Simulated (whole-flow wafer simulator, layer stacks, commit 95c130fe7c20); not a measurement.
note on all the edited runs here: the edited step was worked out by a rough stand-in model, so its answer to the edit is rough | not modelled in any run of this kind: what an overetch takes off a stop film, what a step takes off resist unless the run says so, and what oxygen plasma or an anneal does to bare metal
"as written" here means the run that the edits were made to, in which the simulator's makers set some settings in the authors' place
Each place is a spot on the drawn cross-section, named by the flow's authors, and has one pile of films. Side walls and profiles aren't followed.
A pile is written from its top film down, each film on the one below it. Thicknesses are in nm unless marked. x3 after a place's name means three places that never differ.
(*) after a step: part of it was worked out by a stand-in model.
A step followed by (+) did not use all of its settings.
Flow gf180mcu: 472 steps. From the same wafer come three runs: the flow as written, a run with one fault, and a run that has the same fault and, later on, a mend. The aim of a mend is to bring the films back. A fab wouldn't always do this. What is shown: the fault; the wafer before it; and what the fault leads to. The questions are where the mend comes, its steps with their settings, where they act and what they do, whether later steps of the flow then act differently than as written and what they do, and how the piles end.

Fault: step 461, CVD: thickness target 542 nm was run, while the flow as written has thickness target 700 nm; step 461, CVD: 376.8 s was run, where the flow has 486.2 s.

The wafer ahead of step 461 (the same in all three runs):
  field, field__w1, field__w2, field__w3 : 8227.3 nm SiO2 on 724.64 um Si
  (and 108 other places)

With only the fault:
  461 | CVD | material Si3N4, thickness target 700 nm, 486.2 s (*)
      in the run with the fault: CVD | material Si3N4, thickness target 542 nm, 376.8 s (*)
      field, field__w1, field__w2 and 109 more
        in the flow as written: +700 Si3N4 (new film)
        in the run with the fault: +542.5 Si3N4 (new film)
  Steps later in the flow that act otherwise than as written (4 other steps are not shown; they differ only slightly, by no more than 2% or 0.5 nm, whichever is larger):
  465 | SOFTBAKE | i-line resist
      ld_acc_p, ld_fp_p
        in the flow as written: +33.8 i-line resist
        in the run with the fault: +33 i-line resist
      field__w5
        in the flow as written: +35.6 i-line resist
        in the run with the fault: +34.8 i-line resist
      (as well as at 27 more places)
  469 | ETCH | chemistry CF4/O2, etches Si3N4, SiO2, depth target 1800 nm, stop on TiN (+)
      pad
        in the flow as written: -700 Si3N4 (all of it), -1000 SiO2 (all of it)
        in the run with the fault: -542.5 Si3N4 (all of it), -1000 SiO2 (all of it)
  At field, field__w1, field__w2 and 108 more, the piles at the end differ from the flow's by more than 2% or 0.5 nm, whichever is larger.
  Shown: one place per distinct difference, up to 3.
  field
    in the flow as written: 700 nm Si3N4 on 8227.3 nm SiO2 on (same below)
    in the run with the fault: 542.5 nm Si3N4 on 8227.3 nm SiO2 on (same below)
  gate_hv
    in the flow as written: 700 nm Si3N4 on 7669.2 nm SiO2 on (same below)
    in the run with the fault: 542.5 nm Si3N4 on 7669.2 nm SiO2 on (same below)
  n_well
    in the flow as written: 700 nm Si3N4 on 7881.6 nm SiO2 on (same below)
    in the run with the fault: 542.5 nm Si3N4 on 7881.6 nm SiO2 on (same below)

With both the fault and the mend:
  The mend stands after step 461.
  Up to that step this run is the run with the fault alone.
  461a | CVD | material Si3N4, thickness target 158 nm, 109.7 s (*) (a further turn of the flow's step 461, with different settings)
      field, field__w1, field__w2 and 109 more
        +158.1 Si3N4
  Later steps of the flow that are run all act as written at every place that is followed, up to a difference of at most 2% or 0.5 nm, whichever is larger.
  The piles end only slightly different from the flow's at the places that both follow, by no more than 2% or 0.5 nm, whichever is larger.
